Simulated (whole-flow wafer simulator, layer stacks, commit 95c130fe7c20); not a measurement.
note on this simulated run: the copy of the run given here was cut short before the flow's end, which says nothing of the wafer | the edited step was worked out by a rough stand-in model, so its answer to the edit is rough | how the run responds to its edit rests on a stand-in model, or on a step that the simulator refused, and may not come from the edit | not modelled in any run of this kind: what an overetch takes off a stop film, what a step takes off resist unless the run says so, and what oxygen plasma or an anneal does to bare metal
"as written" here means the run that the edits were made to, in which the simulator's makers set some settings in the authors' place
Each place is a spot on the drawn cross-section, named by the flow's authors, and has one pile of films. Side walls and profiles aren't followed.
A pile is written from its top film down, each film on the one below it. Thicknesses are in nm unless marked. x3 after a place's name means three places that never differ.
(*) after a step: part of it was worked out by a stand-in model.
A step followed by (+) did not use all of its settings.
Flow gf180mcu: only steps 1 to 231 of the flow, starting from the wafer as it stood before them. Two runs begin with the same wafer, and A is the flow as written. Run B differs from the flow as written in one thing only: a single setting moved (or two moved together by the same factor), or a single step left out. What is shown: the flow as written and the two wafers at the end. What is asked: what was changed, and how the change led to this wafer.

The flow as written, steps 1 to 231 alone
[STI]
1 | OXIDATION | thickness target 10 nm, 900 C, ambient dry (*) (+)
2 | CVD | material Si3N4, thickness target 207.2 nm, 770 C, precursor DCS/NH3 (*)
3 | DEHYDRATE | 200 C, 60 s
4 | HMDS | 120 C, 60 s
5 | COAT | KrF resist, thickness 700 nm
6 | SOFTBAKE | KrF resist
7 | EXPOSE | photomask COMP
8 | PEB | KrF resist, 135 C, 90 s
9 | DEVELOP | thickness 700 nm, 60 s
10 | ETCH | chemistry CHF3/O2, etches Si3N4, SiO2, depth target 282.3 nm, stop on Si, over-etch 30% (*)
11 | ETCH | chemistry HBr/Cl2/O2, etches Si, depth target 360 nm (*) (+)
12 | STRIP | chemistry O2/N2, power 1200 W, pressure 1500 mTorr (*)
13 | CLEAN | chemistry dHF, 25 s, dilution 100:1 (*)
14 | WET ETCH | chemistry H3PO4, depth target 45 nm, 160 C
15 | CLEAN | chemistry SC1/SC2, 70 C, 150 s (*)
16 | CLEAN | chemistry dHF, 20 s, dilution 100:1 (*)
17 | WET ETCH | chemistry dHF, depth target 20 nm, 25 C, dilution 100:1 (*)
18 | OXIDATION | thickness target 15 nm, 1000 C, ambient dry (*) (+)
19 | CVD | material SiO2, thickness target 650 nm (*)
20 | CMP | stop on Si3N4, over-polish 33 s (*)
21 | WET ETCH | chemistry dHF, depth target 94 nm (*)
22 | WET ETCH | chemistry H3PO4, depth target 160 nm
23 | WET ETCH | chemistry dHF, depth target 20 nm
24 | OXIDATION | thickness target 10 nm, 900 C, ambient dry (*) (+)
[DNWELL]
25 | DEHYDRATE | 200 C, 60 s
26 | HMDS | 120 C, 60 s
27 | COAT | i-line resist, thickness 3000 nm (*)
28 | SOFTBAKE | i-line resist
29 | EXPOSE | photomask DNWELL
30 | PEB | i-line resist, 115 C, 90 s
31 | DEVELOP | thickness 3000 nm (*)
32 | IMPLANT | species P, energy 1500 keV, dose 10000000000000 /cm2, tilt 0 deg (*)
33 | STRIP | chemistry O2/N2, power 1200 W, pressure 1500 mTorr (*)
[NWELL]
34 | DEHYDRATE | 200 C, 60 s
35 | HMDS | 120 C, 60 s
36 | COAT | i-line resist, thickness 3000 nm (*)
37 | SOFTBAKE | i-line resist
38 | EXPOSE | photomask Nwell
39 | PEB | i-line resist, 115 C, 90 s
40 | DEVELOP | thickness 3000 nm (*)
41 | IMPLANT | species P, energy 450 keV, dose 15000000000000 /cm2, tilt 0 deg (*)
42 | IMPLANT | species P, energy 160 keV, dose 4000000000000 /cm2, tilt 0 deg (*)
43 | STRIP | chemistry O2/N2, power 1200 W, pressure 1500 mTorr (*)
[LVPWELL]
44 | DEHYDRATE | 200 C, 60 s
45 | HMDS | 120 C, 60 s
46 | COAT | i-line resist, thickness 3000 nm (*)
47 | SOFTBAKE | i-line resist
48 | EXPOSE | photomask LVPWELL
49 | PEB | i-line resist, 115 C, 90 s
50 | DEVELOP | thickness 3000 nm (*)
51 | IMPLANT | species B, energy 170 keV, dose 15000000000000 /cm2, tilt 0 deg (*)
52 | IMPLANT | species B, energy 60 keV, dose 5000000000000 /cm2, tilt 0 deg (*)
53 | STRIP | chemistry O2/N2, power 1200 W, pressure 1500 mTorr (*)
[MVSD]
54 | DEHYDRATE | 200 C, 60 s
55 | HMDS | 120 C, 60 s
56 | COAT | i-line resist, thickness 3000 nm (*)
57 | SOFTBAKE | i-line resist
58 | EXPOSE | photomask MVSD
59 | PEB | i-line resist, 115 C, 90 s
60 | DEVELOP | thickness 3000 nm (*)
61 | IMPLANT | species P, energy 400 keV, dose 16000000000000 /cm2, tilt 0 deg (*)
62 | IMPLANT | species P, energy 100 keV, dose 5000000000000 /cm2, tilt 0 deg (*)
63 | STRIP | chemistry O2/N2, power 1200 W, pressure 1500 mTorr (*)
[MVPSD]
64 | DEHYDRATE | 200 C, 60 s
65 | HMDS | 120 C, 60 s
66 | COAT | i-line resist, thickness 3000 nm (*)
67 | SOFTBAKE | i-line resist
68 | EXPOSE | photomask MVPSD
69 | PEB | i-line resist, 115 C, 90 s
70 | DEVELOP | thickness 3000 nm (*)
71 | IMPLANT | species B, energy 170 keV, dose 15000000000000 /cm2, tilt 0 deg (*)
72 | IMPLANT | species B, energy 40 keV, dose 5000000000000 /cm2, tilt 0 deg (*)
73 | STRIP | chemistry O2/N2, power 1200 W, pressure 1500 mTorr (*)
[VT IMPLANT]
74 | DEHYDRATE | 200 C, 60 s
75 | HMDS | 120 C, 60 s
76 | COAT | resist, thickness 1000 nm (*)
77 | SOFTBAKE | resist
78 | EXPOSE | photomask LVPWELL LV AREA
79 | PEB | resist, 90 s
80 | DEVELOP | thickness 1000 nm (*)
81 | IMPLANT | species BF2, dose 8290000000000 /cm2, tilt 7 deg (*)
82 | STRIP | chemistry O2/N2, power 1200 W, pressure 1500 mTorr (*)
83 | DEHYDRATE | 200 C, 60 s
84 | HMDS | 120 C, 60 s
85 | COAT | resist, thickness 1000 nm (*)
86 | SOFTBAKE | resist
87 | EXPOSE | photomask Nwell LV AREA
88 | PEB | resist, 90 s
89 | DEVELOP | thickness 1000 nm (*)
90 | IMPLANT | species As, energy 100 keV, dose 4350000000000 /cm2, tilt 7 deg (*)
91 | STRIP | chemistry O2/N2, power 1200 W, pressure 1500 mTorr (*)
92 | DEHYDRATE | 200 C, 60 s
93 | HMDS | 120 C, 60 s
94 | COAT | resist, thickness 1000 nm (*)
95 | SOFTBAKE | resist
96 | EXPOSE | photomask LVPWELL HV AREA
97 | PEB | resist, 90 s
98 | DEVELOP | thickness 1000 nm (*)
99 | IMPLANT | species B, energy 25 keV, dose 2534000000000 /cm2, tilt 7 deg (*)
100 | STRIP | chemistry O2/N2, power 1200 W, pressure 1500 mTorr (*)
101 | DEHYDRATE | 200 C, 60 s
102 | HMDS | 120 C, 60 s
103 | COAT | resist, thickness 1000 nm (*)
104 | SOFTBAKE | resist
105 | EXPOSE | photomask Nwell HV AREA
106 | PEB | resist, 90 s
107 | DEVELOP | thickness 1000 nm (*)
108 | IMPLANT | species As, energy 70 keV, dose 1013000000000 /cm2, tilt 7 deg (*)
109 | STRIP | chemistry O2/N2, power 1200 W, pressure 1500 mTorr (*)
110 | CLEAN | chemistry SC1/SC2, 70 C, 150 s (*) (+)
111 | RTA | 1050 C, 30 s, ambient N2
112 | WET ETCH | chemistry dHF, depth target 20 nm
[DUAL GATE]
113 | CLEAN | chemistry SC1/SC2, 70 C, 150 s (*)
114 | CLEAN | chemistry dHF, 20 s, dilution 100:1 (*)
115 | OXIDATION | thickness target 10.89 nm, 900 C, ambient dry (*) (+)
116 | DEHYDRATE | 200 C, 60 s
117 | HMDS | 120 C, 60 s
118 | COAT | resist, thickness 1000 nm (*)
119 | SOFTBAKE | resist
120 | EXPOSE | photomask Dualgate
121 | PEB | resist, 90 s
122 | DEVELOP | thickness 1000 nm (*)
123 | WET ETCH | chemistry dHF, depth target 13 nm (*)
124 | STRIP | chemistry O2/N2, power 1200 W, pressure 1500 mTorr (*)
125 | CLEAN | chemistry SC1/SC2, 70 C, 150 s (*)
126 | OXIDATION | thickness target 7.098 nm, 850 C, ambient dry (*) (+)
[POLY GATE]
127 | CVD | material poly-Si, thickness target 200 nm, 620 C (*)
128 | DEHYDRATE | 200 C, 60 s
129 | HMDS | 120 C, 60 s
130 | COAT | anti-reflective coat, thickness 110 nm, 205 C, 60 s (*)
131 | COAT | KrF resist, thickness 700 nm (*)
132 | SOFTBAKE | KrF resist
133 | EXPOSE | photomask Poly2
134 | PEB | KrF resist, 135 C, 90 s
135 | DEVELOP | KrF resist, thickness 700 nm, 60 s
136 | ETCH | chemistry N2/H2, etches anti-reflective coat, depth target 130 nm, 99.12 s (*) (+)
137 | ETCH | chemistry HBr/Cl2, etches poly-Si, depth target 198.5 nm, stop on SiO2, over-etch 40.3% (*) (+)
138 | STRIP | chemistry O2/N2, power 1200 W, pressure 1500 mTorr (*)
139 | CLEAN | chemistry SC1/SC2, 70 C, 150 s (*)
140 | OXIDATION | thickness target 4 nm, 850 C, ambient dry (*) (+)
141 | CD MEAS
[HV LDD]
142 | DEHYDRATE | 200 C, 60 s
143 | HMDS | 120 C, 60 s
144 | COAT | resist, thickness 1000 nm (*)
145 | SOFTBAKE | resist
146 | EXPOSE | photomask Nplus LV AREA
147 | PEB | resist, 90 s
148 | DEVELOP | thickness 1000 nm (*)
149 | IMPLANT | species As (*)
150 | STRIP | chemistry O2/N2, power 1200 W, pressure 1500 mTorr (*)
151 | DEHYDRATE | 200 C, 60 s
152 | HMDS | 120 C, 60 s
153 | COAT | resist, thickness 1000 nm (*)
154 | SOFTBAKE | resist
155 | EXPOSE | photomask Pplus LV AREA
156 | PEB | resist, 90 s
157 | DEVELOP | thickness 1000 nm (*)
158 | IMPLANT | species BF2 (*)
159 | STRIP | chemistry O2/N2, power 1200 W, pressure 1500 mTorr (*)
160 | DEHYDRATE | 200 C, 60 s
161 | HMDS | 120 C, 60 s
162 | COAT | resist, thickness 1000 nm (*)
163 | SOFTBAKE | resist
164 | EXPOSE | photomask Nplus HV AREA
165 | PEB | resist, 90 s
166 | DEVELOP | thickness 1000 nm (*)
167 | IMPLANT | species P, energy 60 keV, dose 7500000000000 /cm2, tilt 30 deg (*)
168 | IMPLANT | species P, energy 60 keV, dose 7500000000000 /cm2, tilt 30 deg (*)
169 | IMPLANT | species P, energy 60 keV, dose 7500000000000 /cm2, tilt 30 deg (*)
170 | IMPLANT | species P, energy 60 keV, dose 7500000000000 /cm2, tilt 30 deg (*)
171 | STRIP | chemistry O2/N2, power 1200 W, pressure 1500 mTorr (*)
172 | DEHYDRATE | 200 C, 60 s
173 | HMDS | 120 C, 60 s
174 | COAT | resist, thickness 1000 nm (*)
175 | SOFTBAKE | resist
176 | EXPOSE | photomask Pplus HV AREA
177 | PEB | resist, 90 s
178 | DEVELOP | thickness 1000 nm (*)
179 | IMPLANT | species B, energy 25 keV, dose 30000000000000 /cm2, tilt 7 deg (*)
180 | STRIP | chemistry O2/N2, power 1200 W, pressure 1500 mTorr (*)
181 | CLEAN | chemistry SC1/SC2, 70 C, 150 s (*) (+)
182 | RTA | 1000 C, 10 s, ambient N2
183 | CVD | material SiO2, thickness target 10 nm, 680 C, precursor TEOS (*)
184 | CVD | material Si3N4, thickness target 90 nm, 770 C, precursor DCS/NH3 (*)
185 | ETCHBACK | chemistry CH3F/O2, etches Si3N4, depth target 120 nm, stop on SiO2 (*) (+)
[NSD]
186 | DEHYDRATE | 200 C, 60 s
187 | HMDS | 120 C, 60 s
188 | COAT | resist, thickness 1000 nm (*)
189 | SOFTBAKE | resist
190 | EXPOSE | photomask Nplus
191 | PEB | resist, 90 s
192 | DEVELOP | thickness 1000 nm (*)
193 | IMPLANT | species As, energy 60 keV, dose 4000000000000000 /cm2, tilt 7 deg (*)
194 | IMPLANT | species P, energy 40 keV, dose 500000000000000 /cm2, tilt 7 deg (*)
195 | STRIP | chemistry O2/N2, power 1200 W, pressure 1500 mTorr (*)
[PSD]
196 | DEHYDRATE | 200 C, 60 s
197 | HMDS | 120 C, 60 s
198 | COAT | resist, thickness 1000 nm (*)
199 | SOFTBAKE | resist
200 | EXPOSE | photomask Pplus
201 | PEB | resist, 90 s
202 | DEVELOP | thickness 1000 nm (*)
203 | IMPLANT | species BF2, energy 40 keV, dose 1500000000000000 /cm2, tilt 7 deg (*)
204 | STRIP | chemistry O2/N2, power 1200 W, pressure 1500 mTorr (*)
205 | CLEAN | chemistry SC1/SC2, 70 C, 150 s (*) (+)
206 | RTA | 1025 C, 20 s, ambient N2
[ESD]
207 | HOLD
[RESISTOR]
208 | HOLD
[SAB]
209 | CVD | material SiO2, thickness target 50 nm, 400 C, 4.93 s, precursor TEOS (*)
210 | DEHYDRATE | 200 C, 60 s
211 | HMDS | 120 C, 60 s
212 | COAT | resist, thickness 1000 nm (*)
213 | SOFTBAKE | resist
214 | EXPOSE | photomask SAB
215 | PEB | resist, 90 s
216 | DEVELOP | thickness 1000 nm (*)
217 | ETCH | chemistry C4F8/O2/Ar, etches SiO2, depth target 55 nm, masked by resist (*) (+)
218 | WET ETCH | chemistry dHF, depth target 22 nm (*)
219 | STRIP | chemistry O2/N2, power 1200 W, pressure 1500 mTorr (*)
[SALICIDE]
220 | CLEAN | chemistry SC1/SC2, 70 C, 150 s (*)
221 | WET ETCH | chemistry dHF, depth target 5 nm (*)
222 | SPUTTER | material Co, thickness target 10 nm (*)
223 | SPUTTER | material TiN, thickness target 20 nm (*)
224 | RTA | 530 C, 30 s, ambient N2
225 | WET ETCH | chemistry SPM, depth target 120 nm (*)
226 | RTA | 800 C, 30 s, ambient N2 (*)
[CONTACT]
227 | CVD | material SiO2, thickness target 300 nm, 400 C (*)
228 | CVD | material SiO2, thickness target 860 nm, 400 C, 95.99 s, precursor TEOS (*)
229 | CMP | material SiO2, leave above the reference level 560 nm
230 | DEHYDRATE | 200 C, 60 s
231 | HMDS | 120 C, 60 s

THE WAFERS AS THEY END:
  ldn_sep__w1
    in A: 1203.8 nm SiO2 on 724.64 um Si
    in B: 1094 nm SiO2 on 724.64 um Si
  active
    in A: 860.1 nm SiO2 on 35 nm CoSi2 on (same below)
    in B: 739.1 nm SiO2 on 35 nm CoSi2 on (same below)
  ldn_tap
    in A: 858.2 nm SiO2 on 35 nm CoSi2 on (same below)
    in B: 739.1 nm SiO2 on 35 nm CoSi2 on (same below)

What caused this: step 228, CVD: 48 s was run, though the flow has 95.99 s.

The path from the change to this, step by step:
  228 | CVD | material SiO2, thickness target 860 nm, 400 C, 95.99 s, precursor TEOS (*)
      field, field__w7, field__w8 and 70 more: A +860 SiO2 | B +439.1 SiO2
      field__w3, field__w12: A +807.3 SiO2 | B +415.9 SiO2
      (and at 36 other places as well)
  229 | CMP | material SiO2, leave above the reference level 560 nm
      ldn_sep__w1, ldn_sep__w2, ldn_dft and 8 more: A -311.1 SiO2 | B nothing
      active, p_well, sd_n, iso_ptap_pw, iso_ntap_nw, iso_ptap_sub, vpnp_e: A -299.9 SiO2 | B nothing
      (and at 93 other places as well)
